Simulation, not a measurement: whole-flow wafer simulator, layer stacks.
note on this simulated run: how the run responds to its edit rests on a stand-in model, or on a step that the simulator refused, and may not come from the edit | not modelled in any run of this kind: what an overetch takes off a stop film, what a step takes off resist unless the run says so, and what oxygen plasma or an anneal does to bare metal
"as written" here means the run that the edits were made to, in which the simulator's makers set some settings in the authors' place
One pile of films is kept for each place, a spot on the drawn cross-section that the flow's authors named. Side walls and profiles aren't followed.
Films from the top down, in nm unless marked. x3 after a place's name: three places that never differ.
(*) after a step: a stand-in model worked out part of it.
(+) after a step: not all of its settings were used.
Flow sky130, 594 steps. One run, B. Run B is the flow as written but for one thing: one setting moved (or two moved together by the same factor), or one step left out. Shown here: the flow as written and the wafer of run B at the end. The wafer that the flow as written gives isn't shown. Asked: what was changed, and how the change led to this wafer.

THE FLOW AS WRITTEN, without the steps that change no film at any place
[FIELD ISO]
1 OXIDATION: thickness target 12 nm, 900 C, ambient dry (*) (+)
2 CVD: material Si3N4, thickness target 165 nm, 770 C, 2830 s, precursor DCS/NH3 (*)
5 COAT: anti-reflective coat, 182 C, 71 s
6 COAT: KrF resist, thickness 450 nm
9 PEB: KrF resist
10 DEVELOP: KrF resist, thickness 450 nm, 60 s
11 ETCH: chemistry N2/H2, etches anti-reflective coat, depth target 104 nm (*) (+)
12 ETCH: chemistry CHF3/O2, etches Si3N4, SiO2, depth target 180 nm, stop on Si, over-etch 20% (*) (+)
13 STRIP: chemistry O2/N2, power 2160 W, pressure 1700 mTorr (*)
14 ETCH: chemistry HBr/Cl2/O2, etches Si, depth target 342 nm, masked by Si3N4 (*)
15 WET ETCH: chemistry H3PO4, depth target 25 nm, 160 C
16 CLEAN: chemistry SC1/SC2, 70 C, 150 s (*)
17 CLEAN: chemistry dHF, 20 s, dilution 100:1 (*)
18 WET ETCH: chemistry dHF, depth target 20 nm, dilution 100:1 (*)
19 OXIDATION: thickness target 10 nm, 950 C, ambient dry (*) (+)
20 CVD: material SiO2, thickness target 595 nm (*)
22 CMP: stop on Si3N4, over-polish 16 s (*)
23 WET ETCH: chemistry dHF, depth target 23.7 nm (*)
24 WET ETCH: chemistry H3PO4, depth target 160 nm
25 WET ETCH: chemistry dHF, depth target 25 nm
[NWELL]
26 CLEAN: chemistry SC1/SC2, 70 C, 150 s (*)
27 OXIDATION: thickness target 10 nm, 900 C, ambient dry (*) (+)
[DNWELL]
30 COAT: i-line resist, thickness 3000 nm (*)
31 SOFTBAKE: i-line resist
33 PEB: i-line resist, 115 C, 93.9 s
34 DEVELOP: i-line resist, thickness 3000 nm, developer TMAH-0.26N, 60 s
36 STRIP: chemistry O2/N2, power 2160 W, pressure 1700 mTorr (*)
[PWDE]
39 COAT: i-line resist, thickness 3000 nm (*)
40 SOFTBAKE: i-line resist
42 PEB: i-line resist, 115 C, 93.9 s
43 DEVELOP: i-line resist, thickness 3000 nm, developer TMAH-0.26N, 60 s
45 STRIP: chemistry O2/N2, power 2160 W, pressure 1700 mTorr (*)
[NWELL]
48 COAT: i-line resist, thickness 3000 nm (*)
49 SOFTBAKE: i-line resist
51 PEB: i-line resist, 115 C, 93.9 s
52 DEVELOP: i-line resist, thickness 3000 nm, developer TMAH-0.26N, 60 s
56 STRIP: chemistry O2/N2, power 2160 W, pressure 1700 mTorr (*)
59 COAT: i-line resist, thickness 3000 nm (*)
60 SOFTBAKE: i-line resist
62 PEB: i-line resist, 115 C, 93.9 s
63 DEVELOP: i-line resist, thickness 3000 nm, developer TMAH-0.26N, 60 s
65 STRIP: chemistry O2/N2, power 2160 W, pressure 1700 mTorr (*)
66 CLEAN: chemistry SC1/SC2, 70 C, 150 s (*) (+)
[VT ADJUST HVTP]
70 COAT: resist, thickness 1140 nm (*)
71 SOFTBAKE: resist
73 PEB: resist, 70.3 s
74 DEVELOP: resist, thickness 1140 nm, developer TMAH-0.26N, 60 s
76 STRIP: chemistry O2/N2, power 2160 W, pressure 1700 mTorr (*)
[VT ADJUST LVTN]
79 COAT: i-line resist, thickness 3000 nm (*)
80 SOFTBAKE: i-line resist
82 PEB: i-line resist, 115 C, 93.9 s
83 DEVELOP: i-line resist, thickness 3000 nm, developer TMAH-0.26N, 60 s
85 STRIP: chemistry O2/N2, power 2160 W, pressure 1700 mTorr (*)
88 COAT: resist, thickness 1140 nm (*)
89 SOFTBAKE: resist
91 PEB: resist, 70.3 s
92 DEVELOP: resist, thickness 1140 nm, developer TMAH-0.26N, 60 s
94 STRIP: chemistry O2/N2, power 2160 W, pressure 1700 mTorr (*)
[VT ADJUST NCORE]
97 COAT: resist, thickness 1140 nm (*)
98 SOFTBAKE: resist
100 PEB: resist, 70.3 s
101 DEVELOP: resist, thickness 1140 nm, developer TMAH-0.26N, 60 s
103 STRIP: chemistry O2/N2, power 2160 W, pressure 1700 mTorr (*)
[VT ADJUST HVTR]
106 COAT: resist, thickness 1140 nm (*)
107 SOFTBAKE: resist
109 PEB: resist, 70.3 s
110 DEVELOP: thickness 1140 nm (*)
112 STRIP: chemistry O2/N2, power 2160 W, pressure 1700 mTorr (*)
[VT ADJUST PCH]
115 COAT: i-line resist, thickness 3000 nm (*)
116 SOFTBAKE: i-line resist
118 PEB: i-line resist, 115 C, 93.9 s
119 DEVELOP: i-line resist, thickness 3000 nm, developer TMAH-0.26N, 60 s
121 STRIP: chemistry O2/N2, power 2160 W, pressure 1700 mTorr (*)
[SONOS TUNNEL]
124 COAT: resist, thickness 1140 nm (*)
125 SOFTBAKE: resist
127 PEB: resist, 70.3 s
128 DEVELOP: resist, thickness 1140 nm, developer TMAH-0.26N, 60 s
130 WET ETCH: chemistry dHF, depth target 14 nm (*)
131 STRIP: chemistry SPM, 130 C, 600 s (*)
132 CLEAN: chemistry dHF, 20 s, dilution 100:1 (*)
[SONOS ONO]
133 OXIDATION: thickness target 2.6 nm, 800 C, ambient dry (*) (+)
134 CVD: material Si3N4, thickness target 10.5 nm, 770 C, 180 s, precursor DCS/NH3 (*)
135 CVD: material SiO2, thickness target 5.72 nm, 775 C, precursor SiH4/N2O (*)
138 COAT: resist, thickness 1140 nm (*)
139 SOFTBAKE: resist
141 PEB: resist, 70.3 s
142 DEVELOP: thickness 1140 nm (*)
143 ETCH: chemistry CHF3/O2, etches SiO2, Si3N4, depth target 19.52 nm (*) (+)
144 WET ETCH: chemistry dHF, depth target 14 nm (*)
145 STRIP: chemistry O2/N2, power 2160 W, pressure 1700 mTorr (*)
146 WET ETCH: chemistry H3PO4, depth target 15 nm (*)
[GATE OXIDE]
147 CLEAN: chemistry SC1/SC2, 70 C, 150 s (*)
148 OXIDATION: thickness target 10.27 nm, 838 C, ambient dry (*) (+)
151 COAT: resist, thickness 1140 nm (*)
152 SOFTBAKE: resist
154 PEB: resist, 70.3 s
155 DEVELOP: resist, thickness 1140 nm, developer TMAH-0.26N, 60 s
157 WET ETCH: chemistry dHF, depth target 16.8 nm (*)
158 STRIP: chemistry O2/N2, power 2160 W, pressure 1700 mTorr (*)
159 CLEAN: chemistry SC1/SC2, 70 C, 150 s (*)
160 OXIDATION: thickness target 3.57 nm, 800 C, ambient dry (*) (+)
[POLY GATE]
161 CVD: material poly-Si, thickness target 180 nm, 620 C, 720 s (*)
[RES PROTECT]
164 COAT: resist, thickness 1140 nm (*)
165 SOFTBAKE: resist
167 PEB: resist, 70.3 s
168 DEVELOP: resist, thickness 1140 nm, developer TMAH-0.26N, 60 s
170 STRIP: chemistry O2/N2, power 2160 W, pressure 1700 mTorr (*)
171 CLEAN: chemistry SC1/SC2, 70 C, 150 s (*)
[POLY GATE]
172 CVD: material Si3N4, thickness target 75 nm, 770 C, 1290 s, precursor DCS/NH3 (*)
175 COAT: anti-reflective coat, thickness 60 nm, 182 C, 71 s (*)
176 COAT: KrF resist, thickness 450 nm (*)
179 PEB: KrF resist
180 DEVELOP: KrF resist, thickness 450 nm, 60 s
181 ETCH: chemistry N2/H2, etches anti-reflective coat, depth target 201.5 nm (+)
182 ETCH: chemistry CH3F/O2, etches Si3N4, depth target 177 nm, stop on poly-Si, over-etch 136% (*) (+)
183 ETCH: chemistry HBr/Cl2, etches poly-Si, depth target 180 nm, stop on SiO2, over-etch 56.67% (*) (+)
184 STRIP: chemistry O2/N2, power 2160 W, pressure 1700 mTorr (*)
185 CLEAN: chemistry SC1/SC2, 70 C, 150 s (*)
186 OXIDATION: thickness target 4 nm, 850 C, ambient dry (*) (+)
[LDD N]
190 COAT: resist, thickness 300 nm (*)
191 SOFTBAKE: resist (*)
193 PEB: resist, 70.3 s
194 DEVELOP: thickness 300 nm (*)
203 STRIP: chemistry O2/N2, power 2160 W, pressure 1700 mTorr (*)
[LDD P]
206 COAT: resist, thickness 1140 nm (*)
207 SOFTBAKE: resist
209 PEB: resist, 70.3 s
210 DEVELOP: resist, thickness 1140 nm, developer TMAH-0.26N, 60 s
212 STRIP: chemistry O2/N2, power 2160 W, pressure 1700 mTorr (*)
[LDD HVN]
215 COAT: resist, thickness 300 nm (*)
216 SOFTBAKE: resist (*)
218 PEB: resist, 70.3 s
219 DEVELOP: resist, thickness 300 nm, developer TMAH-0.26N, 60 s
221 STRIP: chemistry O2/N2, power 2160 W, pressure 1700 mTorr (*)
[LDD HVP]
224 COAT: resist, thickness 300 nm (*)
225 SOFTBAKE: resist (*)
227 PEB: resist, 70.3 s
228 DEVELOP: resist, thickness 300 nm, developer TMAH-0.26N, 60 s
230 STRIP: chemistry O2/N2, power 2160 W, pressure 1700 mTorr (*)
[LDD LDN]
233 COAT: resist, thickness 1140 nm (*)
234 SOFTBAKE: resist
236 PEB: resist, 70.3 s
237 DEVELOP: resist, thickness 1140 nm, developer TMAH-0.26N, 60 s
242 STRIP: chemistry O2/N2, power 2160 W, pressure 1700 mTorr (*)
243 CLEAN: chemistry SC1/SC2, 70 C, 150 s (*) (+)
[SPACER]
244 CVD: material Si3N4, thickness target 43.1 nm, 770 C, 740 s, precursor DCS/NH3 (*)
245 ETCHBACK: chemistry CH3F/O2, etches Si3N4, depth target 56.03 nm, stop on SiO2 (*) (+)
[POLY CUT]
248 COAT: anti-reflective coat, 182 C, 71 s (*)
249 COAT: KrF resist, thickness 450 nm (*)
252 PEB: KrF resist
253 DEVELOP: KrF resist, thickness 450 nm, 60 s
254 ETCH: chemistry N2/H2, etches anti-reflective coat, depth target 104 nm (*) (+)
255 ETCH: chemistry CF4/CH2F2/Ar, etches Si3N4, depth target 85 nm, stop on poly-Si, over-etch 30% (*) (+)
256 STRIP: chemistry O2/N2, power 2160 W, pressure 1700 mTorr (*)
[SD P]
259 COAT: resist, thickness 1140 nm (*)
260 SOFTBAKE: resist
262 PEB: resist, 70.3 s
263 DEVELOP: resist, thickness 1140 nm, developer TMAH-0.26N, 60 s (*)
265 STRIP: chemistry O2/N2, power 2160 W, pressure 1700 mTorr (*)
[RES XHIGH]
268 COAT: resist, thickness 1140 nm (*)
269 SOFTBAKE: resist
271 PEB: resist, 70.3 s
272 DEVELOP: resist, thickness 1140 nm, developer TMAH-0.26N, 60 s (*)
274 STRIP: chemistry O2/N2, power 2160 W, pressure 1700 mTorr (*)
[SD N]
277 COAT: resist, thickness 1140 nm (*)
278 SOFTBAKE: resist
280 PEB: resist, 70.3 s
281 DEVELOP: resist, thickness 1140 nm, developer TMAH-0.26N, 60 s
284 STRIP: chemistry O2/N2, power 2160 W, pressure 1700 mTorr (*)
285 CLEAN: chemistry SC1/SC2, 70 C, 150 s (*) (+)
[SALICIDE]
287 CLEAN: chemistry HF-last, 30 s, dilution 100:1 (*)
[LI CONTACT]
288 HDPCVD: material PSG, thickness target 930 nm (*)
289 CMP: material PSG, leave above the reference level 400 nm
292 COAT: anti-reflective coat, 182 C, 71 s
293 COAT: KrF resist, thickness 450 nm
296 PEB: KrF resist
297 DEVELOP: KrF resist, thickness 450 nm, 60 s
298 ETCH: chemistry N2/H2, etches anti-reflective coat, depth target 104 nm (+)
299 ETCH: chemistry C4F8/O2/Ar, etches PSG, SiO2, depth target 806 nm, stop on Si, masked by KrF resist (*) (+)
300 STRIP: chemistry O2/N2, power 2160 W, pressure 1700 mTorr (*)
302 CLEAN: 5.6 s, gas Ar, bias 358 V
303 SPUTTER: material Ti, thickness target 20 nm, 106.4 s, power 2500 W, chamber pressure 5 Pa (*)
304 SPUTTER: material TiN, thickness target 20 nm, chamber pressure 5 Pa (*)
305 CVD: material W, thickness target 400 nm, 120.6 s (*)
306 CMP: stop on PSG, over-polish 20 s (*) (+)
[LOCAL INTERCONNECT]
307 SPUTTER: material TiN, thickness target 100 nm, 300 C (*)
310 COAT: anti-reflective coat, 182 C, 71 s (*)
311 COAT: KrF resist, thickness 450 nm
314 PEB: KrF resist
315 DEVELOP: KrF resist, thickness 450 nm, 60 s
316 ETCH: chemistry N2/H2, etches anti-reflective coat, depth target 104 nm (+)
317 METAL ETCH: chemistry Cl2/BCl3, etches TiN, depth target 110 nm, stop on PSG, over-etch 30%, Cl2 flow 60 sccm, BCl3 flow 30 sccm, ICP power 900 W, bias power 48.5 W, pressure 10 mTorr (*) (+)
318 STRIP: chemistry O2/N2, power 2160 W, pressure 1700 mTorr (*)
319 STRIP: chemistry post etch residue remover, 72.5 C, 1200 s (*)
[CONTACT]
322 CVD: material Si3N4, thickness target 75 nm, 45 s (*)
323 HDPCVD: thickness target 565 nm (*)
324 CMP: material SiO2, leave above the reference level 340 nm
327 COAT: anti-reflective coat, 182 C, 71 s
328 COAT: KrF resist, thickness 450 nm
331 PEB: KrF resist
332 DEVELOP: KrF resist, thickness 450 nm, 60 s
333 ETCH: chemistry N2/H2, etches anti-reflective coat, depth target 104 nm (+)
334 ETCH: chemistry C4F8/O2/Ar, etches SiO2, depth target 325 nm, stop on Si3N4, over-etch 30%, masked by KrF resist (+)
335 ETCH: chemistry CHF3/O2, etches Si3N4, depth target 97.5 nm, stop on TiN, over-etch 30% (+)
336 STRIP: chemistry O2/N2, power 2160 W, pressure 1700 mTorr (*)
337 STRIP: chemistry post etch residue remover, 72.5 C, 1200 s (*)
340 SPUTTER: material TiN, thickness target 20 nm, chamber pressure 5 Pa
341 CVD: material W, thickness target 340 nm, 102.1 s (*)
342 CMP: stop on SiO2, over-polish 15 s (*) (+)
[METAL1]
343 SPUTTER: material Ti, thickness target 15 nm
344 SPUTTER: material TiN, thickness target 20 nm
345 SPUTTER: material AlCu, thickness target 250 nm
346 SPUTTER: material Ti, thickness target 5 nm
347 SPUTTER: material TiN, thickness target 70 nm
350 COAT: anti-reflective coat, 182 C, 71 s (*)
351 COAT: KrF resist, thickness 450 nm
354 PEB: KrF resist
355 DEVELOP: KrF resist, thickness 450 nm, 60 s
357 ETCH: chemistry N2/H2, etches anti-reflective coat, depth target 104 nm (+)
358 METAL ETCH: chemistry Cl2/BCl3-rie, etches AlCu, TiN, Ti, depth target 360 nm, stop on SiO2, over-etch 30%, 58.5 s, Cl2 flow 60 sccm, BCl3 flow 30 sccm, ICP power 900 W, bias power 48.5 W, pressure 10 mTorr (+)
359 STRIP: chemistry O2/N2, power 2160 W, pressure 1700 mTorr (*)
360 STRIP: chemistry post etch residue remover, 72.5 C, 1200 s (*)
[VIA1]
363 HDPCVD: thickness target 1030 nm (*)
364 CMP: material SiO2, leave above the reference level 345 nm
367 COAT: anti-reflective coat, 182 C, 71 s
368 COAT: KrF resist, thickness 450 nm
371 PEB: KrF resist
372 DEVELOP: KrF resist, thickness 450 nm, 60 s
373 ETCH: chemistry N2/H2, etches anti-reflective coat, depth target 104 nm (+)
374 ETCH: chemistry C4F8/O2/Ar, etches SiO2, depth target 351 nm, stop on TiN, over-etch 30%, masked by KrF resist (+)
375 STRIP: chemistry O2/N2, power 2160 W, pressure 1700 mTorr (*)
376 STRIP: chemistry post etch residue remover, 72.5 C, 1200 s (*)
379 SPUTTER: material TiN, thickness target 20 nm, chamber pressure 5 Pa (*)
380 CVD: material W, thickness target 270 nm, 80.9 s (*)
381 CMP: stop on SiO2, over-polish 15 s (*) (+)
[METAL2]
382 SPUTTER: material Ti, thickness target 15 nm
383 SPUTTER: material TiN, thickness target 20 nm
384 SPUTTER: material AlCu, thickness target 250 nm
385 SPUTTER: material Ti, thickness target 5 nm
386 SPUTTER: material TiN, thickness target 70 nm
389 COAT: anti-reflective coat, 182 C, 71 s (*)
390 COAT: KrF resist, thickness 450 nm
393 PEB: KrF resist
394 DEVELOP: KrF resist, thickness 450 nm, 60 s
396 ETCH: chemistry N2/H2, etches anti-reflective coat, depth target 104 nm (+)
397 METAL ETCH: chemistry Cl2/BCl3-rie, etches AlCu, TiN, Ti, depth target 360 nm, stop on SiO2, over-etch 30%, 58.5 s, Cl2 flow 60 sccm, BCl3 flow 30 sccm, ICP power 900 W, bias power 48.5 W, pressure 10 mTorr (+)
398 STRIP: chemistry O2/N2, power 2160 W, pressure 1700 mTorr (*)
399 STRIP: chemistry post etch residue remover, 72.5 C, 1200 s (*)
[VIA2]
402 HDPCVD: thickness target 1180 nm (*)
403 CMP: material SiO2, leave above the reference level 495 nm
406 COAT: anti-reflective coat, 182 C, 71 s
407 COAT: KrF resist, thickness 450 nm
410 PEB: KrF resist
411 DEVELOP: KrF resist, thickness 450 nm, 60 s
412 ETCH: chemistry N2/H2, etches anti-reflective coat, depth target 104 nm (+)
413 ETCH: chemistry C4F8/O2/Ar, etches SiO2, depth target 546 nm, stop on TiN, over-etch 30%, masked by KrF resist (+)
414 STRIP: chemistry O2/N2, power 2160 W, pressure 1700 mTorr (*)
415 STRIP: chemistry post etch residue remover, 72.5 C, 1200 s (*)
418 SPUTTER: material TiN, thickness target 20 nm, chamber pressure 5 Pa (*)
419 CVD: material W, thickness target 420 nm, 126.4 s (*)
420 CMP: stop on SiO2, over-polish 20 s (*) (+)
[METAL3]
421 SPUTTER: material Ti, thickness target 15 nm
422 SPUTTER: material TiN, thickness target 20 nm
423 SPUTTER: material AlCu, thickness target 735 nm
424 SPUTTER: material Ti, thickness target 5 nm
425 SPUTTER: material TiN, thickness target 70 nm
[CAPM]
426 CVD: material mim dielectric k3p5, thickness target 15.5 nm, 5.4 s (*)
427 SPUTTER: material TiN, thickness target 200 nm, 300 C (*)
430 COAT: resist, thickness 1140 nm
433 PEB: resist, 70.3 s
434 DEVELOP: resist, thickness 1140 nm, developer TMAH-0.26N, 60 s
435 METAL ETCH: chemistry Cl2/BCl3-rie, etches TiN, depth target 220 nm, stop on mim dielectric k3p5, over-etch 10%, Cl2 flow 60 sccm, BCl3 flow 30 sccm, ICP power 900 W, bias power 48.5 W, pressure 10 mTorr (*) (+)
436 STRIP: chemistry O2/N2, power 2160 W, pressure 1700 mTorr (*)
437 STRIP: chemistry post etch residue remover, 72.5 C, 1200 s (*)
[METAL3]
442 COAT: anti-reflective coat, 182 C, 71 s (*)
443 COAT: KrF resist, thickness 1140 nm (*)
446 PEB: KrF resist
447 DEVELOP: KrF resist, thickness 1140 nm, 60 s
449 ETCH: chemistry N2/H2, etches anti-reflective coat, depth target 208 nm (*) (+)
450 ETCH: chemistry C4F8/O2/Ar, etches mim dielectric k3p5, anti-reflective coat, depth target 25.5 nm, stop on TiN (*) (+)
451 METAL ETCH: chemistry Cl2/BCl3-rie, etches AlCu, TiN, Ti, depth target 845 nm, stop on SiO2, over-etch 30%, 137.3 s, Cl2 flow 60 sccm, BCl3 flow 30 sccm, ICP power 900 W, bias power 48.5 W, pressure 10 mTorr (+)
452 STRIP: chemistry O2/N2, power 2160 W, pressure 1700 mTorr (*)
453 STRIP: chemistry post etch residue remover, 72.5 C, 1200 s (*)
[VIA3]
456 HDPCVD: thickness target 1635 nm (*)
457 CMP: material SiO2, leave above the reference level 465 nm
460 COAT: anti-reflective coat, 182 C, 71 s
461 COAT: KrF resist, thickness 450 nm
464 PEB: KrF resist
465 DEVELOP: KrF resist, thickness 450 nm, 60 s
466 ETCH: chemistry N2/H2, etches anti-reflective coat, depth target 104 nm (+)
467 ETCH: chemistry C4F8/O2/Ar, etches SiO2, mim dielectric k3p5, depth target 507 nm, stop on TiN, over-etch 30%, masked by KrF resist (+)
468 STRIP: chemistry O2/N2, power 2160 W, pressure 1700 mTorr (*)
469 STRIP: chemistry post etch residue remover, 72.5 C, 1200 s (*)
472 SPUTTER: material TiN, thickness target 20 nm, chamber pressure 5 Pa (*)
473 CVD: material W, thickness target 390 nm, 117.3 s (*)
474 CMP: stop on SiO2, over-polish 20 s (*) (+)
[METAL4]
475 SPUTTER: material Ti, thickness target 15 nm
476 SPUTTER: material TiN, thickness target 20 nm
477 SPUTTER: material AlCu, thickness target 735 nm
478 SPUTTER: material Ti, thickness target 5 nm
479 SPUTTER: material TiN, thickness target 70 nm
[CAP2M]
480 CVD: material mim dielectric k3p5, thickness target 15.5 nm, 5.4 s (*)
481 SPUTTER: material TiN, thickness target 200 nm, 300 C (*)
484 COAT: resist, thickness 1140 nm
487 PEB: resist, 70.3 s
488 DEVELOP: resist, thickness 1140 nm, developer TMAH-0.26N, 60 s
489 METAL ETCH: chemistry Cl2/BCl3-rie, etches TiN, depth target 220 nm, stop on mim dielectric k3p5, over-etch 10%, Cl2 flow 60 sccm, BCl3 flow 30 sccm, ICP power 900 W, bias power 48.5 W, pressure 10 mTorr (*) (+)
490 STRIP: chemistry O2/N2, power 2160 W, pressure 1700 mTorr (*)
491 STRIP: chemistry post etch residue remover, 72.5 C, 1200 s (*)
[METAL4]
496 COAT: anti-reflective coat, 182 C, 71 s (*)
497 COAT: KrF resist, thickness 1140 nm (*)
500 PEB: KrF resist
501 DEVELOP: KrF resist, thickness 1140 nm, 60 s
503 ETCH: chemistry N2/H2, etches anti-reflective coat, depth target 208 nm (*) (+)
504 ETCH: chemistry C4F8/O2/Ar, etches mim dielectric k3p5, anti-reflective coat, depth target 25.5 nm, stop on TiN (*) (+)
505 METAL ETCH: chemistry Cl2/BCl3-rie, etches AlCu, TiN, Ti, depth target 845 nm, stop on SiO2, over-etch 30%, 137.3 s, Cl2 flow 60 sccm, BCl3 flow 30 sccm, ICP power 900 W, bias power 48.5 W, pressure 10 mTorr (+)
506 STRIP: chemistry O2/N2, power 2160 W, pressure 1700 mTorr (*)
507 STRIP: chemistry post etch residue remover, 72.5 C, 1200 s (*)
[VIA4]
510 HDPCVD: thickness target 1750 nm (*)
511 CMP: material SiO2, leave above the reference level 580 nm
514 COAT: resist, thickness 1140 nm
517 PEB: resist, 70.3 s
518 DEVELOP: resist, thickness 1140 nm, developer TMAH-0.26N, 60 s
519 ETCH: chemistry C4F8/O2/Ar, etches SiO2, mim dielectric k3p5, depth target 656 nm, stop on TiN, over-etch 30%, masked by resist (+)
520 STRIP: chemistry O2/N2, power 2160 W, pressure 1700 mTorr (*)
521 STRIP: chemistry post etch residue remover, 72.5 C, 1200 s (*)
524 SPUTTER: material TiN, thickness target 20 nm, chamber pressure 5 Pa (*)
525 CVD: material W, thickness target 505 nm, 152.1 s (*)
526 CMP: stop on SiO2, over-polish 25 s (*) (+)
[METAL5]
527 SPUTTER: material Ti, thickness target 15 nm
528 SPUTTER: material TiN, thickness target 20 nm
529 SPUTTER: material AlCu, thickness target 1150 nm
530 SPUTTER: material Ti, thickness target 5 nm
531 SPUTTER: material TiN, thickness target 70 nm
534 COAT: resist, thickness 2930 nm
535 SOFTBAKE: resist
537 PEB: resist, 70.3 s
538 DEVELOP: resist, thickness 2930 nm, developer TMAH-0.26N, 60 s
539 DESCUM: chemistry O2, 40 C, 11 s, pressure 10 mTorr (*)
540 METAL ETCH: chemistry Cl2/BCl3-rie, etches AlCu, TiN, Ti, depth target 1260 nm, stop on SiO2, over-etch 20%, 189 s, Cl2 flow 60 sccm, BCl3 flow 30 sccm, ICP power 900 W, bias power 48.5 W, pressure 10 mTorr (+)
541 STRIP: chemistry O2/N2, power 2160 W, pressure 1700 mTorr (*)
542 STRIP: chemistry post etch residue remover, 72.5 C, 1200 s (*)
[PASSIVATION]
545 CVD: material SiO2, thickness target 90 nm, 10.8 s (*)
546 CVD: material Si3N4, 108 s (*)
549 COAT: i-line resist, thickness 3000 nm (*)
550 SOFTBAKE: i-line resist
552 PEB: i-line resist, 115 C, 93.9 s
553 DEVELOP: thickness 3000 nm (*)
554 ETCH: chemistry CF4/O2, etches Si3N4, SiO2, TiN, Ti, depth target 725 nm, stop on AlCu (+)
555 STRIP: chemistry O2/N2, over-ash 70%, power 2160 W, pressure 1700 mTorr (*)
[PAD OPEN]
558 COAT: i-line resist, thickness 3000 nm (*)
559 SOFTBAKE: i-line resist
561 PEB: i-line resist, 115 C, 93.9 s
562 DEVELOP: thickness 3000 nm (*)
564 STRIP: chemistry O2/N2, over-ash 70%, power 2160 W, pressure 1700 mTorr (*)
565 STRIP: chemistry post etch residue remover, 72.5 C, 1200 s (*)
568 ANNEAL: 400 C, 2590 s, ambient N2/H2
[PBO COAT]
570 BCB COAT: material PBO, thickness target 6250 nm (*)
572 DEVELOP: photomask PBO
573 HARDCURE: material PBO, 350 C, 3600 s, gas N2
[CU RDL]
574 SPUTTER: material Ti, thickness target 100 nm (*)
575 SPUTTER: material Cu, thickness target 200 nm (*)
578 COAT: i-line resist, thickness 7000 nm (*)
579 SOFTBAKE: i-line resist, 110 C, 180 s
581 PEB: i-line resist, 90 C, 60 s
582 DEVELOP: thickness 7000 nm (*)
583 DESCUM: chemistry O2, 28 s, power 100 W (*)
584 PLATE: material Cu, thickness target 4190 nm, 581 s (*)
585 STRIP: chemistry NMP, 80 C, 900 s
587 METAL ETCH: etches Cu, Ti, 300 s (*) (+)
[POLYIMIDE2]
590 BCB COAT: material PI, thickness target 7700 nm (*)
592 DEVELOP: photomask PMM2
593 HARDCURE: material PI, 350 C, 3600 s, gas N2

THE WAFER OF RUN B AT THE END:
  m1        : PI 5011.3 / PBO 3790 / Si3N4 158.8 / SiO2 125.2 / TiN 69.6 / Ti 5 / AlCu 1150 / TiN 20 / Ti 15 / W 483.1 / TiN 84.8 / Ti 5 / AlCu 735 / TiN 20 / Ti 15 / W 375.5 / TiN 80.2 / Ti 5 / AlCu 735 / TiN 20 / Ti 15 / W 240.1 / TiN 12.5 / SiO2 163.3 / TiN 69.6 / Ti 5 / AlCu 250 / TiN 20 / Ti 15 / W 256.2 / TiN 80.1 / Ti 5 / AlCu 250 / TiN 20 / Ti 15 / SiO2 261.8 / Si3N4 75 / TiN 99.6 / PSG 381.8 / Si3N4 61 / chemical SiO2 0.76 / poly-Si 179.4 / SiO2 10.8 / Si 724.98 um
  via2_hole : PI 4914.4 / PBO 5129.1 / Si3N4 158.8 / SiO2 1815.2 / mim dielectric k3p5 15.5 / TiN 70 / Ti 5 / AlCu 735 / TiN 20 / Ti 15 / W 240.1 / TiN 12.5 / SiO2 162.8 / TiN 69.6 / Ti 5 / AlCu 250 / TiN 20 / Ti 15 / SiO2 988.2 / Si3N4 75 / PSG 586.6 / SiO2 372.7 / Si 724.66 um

The cause: step 413, ETCH: depth target 257 nm was run, where the flow has depth target 546 nm.

How the change led to this, step by step:
  413 ETCH: chemistry C4F8/O2/Ar, etches SiO2, depth target 546 nm, stop on TiN, over-etch 30%, masked by KrF resist (+)
      m1: SiO2 -257 (as written it would be: SiO2 -420.3 (all of it))
      via2_hole: SiO2 -257 (as written it would be: SiO2 -419.8 (all of it))
      (and at 189 more places)
  414 STRIP: chemistry O2/N2, power 2160 W, pressure 1700 mTorr (*)
      field, active, n_well and 186 more: KrF resist -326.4 (all of it), anti-reflective coat -80 (all of it) (as written it would be: KrF resist -268.6 (all of it), anti-reflective coat -80 (all of it))
  418 SPUTTER: material TiN, thickness target 20 nm, chamber pressure 5 Pa (*)
      m1, via2_hole: TiN +12.5 (new film) (as written it would be: TiN +10.2)
  419 CVD: material W, thickness target 420 nm, 126.4 s (*)
      m1: W +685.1 (new film) (as written it would be: W +851.1 (new film))
      via2_hole: W +685.1 (new film) (as written it would be: W +850.7 (new film))
Counting metal films that touch as one body, m1 has 3 bodies (between them, from the top down: SiO2 163.3; SiO2 261.8 / Si3N4 75); the flow as written gives 2 bodies (between them, from the top down: SiO2 261.8 / Si3N4 75).
Counting metal films that touch as one body, via2_hole has 2 bodies (between them, from the top down: SiO2 162.8); the flow as written gives 1 body.
